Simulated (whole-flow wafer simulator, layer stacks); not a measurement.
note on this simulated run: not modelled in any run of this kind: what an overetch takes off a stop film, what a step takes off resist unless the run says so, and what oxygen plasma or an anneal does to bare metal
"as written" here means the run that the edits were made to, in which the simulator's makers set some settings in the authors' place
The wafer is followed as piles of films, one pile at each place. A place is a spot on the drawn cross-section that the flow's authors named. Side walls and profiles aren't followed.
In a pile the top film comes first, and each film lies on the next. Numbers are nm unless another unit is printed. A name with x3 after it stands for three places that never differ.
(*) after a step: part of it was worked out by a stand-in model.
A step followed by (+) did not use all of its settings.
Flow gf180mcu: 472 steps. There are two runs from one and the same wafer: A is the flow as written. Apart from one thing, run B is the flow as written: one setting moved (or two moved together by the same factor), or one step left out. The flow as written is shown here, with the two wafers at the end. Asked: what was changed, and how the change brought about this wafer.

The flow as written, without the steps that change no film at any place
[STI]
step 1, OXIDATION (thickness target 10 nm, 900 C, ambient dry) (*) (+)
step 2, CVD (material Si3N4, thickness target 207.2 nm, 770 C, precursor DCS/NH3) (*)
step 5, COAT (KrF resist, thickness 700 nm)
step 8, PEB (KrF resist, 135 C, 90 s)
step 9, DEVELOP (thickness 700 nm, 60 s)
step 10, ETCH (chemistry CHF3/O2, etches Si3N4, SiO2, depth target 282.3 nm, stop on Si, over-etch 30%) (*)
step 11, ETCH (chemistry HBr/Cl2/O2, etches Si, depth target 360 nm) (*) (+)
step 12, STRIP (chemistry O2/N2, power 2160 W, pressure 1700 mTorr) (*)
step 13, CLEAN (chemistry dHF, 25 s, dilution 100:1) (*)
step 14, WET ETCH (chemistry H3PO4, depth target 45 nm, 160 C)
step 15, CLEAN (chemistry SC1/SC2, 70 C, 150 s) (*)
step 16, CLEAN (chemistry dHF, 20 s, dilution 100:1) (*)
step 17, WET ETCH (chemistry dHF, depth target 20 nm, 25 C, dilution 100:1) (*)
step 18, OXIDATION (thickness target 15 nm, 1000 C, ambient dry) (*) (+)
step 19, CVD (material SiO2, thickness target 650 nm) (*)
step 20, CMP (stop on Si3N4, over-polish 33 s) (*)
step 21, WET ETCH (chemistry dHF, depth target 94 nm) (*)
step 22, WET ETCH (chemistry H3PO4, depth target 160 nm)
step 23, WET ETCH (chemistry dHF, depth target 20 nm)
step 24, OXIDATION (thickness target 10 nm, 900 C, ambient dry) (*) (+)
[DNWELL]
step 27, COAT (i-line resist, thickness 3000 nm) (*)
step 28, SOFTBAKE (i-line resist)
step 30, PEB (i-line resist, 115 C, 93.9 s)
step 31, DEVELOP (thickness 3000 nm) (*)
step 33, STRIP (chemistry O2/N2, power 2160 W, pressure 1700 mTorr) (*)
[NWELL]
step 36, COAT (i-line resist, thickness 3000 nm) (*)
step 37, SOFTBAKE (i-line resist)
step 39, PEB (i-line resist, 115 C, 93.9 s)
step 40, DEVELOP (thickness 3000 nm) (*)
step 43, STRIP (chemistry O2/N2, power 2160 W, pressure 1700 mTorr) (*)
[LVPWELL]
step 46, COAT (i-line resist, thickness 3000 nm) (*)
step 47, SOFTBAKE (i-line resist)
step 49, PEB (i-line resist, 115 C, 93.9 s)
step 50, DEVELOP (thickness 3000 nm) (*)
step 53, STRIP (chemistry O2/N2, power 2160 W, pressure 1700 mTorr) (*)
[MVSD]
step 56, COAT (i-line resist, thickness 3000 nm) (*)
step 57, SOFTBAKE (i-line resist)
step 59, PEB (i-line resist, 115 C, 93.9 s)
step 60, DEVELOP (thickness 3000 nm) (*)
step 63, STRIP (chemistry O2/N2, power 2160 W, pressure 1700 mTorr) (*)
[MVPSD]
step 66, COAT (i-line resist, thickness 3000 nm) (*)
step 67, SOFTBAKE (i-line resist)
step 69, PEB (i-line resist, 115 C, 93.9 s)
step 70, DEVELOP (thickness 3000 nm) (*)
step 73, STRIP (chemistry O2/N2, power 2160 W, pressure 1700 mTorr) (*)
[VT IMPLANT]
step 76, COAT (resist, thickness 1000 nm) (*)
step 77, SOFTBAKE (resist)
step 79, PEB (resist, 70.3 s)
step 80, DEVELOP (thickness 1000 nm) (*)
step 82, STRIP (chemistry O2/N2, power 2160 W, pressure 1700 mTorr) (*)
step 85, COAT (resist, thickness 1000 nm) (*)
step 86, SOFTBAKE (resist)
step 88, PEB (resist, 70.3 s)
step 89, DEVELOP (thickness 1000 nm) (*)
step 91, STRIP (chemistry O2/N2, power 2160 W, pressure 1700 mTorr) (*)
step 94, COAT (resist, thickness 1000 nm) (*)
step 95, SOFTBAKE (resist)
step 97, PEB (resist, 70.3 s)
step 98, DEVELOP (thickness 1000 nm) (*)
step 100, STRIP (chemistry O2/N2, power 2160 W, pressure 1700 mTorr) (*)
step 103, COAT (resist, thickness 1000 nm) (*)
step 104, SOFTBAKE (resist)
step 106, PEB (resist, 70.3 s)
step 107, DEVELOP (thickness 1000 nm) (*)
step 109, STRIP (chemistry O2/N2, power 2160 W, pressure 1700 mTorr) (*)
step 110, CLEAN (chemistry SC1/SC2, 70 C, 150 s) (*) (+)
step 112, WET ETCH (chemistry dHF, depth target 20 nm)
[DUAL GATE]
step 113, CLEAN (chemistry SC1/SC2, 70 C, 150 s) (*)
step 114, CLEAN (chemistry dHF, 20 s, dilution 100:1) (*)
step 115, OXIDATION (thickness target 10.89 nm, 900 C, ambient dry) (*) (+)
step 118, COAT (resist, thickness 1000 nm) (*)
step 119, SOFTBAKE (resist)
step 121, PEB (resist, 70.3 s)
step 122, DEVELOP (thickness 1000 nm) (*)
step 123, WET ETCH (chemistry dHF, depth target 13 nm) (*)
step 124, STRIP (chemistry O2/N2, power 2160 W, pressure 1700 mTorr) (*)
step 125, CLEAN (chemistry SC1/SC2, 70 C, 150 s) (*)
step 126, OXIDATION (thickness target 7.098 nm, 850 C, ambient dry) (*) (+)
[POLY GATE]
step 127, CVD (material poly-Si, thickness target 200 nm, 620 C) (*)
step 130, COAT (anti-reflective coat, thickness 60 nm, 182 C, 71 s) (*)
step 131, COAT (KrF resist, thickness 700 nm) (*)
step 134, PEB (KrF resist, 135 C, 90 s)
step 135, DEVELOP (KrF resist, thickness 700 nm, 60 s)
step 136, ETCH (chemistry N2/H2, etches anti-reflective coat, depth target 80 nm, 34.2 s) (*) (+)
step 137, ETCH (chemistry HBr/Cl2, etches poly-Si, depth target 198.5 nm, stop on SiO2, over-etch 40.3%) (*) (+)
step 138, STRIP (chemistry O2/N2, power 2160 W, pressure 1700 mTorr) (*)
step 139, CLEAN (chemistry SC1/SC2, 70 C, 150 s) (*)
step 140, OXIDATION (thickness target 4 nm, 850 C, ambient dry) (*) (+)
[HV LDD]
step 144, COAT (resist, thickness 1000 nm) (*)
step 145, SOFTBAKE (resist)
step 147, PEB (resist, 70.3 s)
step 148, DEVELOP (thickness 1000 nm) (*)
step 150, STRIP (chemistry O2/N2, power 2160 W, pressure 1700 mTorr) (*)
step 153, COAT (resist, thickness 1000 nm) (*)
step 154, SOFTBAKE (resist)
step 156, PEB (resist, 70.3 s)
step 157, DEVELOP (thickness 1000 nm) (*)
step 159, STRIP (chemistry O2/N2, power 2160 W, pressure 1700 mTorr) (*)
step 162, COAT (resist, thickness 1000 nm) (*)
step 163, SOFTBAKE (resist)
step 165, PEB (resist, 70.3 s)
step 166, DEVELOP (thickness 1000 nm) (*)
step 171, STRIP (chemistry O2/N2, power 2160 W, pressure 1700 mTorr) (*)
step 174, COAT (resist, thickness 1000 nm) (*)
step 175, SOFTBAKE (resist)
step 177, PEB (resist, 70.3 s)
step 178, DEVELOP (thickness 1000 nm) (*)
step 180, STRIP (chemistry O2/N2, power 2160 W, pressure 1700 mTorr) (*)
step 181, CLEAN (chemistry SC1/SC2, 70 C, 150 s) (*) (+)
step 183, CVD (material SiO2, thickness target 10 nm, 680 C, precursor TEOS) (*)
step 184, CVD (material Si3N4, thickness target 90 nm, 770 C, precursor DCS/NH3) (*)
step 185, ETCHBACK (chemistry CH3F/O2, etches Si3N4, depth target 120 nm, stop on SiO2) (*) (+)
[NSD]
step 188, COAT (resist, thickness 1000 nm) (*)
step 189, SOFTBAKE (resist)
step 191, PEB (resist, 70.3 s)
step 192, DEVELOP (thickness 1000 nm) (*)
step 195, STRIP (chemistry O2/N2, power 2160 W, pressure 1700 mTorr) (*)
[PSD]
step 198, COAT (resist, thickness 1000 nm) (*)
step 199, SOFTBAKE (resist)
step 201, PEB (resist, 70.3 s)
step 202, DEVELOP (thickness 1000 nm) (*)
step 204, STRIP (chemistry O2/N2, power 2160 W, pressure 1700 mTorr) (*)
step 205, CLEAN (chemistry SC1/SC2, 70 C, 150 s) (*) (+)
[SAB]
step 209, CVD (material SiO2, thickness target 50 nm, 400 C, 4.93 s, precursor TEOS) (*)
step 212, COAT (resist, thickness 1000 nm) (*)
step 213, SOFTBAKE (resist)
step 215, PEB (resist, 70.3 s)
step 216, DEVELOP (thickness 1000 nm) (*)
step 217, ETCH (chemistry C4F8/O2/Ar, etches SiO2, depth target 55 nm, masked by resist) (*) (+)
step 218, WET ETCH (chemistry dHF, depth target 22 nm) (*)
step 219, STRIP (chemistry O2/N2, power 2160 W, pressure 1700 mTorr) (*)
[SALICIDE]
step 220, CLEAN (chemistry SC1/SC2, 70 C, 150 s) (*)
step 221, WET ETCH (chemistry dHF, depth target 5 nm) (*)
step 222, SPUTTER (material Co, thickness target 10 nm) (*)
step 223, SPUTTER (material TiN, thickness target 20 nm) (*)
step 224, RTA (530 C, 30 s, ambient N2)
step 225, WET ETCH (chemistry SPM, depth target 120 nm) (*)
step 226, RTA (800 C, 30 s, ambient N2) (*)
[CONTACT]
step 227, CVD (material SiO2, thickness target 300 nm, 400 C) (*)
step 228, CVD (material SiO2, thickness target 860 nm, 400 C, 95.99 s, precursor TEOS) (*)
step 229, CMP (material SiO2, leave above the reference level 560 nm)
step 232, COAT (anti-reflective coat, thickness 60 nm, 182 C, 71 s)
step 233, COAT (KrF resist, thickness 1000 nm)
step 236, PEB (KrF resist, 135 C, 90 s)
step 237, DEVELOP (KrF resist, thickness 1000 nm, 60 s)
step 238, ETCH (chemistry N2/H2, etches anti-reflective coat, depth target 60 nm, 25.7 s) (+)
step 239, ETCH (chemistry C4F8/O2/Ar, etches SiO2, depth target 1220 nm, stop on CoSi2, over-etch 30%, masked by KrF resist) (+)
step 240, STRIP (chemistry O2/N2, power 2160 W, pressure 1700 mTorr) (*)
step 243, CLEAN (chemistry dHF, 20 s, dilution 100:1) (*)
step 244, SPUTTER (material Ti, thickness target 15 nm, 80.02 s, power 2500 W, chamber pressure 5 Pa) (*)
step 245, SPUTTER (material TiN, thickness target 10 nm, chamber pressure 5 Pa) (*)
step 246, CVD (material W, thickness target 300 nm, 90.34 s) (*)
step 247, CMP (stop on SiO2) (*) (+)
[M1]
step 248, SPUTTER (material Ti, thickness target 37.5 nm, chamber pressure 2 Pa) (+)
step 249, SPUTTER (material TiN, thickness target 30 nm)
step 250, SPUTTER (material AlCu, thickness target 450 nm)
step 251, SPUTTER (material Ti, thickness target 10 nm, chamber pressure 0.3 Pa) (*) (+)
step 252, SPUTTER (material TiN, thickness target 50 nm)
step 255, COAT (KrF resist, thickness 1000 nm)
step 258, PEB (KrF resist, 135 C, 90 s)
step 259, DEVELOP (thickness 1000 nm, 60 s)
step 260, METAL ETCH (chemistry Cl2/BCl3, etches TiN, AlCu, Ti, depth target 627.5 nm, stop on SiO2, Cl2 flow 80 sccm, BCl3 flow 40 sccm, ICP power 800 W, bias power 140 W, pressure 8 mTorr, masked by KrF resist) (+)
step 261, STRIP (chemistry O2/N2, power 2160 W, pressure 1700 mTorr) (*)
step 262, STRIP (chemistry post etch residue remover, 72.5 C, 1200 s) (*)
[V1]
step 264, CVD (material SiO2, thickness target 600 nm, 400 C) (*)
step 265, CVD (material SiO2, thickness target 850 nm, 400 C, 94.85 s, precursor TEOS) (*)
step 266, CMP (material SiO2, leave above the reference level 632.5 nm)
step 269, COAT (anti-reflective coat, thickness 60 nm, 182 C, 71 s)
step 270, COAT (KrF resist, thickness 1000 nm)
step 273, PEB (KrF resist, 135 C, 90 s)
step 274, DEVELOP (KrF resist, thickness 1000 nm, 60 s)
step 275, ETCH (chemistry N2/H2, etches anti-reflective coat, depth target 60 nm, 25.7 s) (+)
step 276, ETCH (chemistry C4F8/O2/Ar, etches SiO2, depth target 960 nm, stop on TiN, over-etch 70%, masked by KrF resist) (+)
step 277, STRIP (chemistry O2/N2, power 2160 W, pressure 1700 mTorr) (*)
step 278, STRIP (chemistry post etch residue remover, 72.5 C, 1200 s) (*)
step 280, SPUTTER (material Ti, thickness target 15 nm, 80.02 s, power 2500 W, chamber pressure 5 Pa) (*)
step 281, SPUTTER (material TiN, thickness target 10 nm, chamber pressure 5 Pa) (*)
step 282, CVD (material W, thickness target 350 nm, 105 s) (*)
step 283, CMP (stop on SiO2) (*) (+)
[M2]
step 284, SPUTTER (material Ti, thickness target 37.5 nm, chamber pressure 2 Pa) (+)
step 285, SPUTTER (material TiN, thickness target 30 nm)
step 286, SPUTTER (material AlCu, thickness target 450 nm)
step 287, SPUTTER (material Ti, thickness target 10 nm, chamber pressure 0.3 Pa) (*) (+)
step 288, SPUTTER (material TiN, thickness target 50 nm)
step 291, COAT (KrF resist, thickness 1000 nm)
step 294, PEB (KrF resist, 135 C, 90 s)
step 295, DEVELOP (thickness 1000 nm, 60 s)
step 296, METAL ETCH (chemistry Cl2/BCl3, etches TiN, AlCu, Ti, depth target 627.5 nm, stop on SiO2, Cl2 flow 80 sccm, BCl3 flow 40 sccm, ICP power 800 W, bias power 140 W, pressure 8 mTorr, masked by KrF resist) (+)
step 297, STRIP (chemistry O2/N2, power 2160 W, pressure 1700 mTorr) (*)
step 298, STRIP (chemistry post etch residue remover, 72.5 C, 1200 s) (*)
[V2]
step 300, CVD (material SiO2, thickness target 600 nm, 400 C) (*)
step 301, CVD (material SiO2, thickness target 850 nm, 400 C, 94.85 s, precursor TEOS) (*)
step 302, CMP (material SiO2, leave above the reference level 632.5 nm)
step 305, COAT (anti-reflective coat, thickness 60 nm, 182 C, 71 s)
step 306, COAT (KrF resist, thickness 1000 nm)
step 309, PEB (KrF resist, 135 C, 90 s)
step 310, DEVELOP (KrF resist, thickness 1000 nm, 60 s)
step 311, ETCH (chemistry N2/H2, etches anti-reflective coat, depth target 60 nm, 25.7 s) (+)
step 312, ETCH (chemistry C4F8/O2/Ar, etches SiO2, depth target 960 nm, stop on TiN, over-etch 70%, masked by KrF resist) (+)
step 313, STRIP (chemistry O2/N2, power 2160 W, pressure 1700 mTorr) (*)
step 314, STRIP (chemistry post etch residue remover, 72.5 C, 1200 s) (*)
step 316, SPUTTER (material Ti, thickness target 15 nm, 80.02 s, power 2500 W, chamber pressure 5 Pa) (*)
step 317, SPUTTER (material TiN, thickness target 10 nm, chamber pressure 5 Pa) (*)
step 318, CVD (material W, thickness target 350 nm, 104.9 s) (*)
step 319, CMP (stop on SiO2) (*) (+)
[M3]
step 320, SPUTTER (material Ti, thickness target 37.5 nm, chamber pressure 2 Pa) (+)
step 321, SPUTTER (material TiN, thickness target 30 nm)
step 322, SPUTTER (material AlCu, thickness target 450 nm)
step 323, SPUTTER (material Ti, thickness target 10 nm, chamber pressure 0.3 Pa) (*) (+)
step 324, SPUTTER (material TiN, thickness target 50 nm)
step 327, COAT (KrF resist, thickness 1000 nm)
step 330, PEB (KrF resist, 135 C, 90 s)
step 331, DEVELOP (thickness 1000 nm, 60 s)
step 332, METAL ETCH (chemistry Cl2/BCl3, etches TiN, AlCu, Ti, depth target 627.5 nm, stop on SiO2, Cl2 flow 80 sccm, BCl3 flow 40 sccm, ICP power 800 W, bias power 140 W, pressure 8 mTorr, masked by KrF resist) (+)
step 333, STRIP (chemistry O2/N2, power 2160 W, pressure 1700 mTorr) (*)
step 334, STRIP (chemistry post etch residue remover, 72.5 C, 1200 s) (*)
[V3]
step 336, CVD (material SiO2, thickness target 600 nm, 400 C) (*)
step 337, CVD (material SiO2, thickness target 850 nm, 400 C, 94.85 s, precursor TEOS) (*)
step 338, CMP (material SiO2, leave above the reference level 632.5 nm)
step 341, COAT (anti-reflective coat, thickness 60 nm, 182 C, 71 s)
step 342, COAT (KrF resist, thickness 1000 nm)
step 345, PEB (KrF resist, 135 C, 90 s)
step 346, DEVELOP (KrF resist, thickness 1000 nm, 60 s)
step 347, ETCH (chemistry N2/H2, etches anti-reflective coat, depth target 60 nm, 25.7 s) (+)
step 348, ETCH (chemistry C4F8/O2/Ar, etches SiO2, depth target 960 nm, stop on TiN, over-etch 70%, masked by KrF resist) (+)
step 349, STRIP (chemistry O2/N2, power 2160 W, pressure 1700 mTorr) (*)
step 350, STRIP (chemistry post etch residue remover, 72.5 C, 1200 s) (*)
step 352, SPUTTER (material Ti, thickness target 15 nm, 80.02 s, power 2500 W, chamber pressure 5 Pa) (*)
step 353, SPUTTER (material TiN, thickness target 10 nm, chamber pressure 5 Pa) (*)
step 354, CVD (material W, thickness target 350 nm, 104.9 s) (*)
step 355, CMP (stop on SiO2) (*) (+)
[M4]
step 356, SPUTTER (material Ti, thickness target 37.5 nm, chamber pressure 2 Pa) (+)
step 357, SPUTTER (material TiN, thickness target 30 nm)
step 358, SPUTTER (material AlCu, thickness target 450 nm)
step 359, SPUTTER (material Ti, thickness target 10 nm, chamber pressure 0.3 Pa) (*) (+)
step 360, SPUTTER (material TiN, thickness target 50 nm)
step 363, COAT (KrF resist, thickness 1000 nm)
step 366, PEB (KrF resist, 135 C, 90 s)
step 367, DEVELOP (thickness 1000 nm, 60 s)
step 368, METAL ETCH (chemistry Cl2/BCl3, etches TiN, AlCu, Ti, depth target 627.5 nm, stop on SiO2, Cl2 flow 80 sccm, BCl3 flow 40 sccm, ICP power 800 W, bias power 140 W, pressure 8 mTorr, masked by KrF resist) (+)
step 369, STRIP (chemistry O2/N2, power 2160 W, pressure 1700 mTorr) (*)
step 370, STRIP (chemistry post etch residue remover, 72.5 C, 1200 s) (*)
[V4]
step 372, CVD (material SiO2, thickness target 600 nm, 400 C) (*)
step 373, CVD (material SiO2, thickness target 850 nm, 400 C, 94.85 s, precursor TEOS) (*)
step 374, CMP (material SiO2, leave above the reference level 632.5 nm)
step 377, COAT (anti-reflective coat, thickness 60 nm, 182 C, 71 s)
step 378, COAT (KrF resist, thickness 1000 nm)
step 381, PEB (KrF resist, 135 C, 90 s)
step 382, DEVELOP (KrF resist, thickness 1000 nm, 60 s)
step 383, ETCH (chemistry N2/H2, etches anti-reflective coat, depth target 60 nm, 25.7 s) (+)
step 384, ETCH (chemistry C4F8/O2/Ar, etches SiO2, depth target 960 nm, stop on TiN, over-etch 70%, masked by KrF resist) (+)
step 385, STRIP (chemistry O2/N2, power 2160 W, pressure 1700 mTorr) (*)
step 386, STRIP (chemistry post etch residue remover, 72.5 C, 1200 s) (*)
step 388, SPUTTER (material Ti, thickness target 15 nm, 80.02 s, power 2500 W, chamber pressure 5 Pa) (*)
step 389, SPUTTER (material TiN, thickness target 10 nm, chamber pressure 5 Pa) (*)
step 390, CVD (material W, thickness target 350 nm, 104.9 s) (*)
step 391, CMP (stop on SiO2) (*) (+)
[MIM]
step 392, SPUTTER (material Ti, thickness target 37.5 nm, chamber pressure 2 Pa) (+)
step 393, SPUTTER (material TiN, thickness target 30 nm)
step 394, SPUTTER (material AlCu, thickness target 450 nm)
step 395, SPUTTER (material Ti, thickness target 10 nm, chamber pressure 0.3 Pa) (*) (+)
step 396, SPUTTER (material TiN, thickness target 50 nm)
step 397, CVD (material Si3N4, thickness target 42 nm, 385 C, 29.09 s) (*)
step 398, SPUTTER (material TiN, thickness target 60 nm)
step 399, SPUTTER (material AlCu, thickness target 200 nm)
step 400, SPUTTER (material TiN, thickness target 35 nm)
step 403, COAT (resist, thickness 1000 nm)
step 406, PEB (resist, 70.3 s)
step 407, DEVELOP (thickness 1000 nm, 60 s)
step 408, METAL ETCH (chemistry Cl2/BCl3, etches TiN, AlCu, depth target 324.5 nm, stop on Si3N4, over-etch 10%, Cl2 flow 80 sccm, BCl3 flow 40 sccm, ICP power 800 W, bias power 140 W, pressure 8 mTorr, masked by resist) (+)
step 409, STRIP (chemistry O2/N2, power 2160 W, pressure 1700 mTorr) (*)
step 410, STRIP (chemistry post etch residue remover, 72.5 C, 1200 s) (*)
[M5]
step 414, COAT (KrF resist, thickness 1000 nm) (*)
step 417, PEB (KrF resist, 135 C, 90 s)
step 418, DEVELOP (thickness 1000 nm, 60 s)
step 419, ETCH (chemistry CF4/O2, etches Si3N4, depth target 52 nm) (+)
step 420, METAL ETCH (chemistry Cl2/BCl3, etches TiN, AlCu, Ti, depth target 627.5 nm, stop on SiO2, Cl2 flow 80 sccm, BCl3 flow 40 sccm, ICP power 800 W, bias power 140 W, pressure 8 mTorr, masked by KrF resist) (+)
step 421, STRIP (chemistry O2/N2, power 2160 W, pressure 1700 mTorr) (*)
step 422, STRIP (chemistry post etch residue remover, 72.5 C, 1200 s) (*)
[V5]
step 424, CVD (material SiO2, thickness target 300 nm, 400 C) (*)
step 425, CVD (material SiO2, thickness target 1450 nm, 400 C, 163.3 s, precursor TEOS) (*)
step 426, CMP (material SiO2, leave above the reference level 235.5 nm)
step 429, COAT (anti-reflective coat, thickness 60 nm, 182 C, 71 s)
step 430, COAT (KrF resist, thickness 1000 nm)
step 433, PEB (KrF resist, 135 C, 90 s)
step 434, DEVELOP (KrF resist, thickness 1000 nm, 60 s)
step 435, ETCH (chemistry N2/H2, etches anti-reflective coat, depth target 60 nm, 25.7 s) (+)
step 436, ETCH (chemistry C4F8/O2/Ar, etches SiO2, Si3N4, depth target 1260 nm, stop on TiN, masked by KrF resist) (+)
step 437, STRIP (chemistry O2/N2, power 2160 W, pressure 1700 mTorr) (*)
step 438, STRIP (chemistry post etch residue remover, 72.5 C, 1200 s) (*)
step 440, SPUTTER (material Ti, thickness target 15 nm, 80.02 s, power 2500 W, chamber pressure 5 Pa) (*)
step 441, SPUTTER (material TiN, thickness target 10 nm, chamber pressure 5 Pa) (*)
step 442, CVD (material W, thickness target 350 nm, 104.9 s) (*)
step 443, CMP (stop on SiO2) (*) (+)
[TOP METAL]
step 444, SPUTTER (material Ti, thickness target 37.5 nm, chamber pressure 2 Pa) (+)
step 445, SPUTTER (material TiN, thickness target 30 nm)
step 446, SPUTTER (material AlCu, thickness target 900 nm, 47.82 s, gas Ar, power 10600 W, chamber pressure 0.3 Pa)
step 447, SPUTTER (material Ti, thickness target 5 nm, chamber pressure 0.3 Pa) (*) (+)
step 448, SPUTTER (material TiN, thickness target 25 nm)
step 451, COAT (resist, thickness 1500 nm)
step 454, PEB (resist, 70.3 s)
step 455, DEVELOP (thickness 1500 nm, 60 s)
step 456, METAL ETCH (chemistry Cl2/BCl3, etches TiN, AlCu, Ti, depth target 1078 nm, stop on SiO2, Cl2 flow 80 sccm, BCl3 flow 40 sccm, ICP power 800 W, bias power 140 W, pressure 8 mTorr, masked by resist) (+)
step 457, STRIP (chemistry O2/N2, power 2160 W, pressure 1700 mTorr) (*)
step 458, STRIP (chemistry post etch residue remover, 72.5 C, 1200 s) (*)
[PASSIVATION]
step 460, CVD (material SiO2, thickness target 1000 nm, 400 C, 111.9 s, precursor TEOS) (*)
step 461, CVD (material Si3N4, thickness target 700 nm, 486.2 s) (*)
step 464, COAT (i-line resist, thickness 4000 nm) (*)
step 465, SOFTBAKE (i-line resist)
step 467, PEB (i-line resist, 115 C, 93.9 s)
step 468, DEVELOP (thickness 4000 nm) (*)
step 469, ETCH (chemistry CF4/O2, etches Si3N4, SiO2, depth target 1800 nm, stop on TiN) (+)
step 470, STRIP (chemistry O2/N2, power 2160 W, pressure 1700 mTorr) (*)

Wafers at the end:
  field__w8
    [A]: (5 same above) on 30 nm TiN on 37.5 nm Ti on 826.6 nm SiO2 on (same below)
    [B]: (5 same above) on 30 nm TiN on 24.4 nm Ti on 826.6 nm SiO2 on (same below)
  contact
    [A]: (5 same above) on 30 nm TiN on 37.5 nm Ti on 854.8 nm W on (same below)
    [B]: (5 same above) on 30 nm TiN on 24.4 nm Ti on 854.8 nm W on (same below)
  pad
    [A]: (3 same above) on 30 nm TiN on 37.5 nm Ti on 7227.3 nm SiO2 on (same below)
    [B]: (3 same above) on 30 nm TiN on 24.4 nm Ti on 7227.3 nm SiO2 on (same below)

Cause: step 444, SPUTTER: thickness target 24.4 nm was run, whereas the flow has thickness target 37.5 nm.
The wafer itself shows it: field__w8 has Ti 24.4, and step 444 as written asks for 37.5 nm.

How this came from the change, step by step:
  step 444, SPUTTER (material Ti, thickness target 37.5 nm, chamber pressure 2 Pa) (+)
      field, field__w1, field__w2 and 109 more: A Ti gains 37.5 (new film) | B Ti gains 24.4 (new film)
  step 456, METAL ETCH (chemistry Cl2/BCl3, etches TiN, AlCu, Ti, depth target 1078 nm, stop on SiO2, Cl2 flow 80 sccm, BCl3 flow 40 sccm, ICP power 800 W, bias power 140 W, pressure 8 mTorr, masked by resist) (+)
      field, field__w1, field__w2 and 103 more: A TiN loses 25 (all of it), Ti loses 5 (all of it), AlCu loses 900 (all of it), TiN loses 30 (all of it), Ti loses 37.5 (all of it) | B TiN loses 25 (all of it), Ti loses 5 (all of it), AlCu loses 900 (all of it), TiN loses 30 (all of it), Ti loses 24.4 (all of it)
  step 465, SOFTBAKE (i-line resist)
      field__w2: A i-line resist gains 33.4 | B i-line resist gains 32.7
      field__w3: A i-line resist gains 33.6 | B i-line resist gains 32.9
      (as well as at 4 more places)
